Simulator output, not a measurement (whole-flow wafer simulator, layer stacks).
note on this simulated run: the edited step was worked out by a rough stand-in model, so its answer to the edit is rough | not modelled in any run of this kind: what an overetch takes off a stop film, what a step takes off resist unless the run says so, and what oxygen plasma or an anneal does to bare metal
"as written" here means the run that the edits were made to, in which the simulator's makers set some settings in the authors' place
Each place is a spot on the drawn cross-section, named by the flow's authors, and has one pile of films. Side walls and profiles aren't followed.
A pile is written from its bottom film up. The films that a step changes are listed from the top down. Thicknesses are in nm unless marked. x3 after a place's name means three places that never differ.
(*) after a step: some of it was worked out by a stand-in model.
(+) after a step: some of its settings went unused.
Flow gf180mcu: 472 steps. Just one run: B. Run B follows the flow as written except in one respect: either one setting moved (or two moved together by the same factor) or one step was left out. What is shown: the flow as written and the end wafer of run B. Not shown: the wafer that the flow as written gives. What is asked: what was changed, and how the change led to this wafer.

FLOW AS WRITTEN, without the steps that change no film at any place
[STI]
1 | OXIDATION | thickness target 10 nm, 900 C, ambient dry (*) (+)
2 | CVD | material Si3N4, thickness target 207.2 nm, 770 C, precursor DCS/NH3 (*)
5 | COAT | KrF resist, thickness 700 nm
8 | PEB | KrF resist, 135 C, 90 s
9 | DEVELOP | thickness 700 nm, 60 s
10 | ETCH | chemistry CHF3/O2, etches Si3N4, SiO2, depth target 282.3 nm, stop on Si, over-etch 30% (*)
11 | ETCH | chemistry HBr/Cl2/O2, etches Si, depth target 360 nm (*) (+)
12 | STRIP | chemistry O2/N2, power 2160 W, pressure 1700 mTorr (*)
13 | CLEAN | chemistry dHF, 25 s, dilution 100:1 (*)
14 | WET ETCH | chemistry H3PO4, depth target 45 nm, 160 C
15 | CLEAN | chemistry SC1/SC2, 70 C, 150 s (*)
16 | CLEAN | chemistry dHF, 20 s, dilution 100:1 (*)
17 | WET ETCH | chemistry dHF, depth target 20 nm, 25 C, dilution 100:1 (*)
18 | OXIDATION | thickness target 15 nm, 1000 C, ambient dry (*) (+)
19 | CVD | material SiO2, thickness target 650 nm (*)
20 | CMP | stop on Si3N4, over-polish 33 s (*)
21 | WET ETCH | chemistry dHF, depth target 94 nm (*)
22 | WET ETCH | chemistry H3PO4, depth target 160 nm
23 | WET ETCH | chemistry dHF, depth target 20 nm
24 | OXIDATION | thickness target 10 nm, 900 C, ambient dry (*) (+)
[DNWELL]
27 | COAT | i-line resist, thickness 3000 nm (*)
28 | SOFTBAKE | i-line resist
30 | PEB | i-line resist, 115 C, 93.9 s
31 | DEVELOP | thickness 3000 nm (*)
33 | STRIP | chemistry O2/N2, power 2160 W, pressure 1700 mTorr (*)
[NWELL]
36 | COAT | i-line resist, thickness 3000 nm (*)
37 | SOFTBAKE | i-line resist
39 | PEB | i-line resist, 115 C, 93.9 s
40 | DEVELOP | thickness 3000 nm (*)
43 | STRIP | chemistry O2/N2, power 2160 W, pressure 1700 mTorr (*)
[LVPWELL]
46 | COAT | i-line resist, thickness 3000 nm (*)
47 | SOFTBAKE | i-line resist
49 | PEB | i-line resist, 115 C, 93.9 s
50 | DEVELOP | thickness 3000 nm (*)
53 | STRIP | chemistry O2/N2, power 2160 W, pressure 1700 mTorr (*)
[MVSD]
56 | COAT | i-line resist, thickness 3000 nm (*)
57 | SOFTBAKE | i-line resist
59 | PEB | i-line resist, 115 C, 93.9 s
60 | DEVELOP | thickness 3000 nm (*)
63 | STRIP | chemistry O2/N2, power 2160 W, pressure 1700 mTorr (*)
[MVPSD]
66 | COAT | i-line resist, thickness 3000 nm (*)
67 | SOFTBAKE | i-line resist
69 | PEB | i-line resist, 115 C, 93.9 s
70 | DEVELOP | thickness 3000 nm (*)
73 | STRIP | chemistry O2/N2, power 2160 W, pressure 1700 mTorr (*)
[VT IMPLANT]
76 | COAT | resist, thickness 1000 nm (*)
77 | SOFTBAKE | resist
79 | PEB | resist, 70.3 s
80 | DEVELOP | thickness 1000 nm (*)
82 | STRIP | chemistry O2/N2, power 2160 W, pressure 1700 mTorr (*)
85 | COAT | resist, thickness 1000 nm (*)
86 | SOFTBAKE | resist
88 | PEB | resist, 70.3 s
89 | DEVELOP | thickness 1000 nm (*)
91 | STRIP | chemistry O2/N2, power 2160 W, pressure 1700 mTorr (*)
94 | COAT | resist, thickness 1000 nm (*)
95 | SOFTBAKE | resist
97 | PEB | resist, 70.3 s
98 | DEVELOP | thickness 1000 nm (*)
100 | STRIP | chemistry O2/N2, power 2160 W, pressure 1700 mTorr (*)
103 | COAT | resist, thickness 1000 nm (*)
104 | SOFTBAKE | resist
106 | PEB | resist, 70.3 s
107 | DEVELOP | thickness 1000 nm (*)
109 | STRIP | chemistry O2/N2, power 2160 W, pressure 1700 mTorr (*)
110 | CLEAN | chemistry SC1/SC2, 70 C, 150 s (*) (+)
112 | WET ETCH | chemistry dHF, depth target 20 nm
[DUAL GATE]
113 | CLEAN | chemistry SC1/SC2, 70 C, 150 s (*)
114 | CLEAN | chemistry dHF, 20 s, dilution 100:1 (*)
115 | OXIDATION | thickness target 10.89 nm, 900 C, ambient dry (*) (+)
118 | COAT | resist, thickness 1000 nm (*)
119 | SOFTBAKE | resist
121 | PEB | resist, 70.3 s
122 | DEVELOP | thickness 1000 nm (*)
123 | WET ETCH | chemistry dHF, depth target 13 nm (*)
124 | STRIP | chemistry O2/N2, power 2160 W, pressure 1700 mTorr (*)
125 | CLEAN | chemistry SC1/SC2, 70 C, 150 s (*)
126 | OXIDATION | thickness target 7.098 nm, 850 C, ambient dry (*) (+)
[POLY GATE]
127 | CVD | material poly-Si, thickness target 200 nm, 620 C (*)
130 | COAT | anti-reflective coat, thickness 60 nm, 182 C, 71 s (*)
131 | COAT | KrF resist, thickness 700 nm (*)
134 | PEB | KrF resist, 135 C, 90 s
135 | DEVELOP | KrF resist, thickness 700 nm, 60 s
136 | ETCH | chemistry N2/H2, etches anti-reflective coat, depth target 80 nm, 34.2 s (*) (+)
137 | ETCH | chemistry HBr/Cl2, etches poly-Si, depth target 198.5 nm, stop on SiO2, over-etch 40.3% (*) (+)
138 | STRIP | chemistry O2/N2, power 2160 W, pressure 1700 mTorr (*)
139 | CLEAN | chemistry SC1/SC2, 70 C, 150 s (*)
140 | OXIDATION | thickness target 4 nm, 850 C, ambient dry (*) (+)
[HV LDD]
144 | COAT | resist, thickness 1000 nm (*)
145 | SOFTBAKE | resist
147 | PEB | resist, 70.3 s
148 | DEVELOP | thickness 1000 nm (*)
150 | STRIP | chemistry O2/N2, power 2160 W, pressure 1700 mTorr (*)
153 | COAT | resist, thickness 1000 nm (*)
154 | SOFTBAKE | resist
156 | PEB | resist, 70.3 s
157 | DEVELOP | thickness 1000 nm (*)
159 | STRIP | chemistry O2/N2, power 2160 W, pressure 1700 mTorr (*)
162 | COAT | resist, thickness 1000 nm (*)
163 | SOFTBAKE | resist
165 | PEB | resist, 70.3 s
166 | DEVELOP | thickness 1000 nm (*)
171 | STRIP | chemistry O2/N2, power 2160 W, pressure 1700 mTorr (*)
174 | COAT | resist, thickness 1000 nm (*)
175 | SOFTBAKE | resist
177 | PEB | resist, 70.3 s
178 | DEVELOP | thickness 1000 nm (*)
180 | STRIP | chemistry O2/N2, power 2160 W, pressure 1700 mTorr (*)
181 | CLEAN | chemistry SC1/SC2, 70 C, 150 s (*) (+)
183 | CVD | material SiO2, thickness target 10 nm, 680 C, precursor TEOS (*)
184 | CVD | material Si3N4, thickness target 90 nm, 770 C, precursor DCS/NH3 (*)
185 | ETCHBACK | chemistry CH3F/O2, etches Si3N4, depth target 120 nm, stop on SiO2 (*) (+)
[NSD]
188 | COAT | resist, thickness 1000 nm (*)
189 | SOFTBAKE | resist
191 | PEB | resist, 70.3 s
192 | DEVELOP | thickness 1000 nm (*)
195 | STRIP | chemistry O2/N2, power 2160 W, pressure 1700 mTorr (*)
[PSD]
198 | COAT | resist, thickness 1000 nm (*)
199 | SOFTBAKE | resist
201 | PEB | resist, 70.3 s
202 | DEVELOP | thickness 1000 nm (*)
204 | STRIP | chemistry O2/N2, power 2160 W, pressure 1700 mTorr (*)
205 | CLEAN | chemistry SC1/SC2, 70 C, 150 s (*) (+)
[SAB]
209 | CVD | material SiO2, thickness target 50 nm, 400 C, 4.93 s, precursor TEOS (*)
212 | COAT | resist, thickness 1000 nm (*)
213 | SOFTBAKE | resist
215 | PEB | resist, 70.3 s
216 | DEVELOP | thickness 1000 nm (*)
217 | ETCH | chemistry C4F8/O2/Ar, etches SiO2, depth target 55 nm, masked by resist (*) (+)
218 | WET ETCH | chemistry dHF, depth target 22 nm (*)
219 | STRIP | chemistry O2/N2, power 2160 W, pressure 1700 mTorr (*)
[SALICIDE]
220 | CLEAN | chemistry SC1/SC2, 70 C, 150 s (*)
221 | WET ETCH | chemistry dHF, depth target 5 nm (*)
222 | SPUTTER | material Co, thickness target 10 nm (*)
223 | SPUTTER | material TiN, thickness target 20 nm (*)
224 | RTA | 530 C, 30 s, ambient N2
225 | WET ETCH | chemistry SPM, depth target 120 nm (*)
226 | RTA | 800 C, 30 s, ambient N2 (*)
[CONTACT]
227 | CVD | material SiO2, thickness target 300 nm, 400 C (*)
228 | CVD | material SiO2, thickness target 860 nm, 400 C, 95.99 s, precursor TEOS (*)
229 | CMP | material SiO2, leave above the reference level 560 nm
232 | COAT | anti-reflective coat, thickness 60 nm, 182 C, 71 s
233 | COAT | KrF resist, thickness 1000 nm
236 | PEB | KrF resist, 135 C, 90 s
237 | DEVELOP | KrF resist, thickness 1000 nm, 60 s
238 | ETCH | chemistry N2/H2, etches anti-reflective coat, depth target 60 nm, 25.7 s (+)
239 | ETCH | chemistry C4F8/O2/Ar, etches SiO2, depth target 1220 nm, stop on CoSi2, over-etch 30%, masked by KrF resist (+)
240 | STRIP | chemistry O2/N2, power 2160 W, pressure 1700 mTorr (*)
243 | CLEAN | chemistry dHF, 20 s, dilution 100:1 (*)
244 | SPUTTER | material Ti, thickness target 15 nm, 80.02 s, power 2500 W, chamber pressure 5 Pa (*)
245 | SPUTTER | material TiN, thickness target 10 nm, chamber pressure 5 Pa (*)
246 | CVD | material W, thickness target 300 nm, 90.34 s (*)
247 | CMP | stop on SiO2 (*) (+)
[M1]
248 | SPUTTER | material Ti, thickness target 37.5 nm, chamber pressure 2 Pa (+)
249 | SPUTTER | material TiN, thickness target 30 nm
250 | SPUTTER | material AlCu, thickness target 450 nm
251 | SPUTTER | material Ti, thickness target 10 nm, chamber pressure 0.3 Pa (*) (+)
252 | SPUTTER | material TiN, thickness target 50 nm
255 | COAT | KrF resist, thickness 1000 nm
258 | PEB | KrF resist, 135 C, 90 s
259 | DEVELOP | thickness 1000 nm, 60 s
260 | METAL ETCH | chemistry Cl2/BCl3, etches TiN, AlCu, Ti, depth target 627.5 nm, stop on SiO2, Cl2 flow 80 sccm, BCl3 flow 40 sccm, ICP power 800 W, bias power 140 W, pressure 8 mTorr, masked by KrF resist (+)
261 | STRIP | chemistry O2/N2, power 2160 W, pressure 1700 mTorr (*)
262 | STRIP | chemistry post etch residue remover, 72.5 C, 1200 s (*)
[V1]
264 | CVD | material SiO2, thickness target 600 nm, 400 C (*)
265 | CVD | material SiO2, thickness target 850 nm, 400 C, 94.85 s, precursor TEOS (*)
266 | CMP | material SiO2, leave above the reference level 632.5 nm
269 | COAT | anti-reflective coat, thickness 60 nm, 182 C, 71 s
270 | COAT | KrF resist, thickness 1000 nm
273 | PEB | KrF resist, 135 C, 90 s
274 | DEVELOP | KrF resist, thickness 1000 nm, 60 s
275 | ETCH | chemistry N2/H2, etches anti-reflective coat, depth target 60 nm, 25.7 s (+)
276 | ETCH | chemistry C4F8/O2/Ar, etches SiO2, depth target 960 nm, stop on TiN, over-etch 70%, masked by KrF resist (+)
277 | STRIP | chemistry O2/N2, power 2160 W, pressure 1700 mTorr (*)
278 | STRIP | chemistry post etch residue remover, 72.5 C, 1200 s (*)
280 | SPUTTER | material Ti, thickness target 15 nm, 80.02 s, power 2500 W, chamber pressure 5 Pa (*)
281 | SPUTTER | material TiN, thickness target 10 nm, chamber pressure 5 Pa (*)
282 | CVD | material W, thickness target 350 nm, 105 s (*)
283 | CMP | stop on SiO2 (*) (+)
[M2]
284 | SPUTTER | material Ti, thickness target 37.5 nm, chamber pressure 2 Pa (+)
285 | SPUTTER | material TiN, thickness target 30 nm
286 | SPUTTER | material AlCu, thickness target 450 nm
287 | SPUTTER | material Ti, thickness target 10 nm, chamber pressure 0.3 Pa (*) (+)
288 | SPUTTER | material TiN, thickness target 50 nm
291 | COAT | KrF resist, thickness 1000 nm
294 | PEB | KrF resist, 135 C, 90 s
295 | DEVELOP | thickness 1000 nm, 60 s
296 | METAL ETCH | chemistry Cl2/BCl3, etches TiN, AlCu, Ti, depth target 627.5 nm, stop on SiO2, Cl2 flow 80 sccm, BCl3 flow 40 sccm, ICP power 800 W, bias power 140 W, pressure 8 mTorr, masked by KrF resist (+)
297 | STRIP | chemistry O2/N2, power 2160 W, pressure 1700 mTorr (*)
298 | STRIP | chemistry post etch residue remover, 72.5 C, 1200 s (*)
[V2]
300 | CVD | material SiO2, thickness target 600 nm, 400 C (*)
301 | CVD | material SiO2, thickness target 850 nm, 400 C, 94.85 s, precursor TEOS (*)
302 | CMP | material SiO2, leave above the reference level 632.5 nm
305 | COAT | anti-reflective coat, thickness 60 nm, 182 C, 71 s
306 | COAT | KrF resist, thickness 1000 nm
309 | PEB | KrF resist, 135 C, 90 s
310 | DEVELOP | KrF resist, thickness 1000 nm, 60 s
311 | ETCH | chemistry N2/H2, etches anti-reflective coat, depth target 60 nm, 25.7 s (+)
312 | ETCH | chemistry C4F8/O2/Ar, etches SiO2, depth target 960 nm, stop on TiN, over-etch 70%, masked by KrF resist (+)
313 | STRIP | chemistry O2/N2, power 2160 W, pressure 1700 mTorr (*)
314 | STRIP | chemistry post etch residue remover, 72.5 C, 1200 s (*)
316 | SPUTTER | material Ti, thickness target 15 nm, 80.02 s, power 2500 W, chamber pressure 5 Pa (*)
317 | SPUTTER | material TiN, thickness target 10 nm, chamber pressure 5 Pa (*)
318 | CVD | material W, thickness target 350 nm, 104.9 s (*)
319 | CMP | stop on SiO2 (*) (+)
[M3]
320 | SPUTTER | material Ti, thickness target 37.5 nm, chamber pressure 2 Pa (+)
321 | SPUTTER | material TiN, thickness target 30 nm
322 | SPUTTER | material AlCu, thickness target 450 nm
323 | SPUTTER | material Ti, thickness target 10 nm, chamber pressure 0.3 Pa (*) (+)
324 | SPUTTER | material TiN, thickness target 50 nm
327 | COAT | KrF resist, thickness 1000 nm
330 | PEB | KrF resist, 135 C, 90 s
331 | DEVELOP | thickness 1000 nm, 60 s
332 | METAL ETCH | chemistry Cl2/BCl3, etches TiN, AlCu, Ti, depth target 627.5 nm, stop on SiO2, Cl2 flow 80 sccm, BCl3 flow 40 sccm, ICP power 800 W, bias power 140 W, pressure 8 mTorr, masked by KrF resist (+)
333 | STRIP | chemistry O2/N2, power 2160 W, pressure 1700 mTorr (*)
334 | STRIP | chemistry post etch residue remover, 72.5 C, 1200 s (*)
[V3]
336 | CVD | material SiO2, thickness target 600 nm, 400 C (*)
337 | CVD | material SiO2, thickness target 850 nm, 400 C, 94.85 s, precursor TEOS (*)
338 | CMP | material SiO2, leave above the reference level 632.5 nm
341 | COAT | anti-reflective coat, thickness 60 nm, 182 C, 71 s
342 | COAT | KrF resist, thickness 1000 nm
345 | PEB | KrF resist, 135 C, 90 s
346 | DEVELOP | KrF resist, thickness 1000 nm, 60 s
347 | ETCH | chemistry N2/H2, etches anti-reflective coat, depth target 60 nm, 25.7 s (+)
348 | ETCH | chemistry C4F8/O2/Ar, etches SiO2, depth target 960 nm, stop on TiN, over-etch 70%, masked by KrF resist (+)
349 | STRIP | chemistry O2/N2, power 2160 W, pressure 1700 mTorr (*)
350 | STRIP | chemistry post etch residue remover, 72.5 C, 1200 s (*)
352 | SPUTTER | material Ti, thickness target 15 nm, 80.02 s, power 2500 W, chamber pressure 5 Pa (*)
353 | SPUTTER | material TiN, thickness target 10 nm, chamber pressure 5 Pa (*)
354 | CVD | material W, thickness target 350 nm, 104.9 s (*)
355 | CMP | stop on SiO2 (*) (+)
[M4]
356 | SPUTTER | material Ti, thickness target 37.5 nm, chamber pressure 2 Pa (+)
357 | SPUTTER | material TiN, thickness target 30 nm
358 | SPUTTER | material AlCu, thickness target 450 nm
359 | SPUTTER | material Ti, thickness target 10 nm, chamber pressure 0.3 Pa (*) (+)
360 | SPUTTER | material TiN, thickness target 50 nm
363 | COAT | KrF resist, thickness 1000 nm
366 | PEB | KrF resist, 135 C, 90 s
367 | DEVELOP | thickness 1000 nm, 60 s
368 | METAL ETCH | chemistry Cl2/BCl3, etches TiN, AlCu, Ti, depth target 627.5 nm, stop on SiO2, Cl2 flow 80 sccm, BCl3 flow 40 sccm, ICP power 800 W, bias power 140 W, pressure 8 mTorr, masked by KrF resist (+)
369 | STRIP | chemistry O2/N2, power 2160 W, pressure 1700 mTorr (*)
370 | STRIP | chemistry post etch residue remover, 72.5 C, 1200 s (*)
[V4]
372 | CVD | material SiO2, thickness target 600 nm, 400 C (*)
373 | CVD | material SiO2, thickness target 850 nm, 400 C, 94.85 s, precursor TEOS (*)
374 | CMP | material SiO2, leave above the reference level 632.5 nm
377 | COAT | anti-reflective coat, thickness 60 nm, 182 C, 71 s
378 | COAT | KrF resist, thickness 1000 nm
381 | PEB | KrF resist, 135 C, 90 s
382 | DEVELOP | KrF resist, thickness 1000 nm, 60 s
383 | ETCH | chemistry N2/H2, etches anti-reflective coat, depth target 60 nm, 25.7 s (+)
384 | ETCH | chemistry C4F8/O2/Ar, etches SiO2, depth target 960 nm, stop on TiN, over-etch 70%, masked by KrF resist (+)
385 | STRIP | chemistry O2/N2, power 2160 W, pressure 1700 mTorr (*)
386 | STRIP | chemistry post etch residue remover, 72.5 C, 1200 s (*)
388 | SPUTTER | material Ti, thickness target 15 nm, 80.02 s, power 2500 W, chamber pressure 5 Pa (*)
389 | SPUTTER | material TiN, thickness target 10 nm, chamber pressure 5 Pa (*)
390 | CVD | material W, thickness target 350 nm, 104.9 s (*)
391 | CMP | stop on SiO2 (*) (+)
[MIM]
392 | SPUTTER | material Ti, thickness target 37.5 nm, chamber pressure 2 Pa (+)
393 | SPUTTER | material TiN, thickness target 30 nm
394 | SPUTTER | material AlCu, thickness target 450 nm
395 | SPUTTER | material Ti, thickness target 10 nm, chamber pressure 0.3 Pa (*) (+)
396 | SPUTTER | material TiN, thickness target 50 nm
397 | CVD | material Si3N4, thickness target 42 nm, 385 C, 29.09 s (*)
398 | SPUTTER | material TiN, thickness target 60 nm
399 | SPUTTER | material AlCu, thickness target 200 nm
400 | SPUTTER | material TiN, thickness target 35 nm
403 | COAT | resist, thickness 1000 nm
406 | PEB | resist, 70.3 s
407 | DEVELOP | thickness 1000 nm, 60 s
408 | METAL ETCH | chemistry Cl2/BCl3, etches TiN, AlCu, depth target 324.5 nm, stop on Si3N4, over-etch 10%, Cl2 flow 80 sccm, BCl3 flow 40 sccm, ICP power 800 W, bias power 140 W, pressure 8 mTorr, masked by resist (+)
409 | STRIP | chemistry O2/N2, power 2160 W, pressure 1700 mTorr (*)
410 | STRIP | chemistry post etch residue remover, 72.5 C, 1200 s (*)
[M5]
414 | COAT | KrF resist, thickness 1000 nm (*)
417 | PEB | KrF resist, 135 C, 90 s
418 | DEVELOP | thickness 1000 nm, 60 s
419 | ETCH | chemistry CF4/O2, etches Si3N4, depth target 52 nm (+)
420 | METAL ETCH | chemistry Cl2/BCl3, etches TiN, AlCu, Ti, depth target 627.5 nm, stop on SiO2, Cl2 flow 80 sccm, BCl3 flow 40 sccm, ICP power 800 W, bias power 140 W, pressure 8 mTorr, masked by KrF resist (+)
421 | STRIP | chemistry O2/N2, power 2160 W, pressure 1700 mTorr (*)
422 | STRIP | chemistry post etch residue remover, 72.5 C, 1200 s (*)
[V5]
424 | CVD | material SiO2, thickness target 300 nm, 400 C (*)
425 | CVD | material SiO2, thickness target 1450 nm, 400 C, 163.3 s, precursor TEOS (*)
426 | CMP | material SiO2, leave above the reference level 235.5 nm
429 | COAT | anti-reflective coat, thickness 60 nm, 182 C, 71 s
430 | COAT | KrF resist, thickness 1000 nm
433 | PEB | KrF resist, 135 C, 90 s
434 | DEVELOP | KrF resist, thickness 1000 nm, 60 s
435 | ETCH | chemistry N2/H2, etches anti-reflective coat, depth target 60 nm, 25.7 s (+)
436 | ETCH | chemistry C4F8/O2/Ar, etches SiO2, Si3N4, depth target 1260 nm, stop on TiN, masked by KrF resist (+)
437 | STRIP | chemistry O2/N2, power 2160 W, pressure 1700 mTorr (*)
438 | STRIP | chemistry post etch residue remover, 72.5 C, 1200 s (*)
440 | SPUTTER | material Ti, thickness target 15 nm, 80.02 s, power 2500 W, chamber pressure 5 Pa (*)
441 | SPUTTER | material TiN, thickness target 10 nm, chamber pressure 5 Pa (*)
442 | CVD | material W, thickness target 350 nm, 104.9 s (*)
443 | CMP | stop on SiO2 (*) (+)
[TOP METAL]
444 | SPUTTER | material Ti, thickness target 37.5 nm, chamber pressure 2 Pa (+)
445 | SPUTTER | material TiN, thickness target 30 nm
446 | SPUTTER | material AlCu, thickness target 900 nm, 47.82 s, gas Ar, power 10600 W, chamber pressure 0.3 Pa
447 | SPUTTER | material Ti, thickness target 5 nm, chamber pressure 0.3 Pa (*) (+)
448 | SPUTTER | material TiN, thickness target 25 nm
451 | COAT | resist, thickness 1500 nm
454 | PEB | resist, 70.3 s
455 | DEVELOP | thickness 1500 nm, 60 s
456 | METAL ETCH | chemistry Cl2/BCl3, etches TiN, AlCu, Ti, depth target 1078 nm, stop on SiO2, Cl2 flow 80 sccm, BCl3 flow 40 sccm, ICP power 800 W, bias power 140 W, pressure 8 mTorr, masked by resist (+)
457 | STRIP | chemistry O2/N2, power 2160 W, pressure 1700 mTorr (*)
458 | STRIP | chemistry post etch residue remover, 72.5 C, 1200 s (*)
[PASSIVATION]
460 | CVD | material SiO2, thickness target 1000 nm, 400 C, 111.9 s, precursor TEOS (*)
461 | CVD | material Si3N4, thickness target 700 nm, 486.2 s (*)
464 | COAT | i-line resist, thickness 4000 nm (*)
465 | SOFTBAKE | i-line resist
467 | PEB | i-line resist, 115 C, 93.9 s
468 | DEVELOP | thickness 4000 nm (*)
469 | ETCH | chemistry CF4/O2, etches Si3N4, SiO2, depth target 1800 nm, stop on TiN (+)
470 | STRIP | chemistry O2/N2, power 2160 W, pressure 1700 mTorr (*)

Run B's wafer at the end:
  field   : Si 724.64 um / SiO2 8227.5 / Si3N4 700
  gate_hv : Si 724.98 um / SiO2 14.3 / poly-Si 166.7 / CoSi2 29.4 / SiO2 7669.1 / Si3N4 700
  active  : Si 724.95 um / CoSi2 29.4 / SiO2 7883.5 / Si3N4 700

Cause: step 222, SPUTTER: thickness target 8.4 nm was run, while the flow as written has thickness target 10 nm.

The path from the change to this, step by step:
  222 | SPUTTER | material Co, thickness target 10 nm (*)
      field, field__w7, field__w8 and 71 more: Co gains 8.4 (new film) (in the flow as written it would be: Co gains 10 (new film))
      field__w2, mim: Co gains 7.27 (new film) (in the flow as written it would be: Co gains 8.65 (new film))
      (and at 35 other places as well)
  224 | RTA | 530 C, 30 s, ambient N2
      gate, gate_hv, gate_p and 22 more: under 1 film: CoSi gains 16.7 (new film), Co loses 8.4 (all of it), poly-Si loses 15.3 (in the flow as written it would be: under 1 film: CoSi gains 19.9 (new film), Co loses 10 (all of it), poly-Si loses 18.2)
      active, p_well, sd_n and 11 more: under 1 film: CoSi gains 16.7 (new film), Co loses 8.4 (all of it), Si loses 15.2 (in the flow as written it would be: under 1 film: CoSi gains 19.9 (new film), Co loses 10 (all of it), Si loses 18.1)
      (and at 10 other places as well)
  225 | WET ETCH | chemistry SPM, depth target 120 nm (*)
      field, field__w7, field__w8 and 32 more: TiN loses 20 (all of it), Co loses 8.4 (all of it) (in the flow as written it would be: TiN loses 20 (all of it), Co loses 10 (all of it))
      field__w1: TiN loses 19 (all of it), Co loses 8.02 (all of it) (in the flow as written it would be: TiN loses 19 (all of it), Co loses 9.54 (all of it))
      (and at 26 other places as well)
  226 | RTA | 800 C, 30 s, ambient N2 (*)
      gate, gate_hv, gate_p and 22 more: CoSi2 gains 29.4 (new film), CoSi loses 16.7 (all of it), poly-Si loses 15.3 (in the flow as written it would be: CoSi2 gains 35 (new film), CoSi loses 19.9 (all of it), poly-Si loses 18.2)
      active, p_well, sd_n and 11 more: CoSi2 gains 29.4 (new film), CoSi loses 16.7 (all of it), Si loses 15.2 (in the flow as written it would be: CoSi2 gains 35 (new film), CoSi loses 19.9 (all of it), Si loses 18.1)
      (and at 10 other places as well)
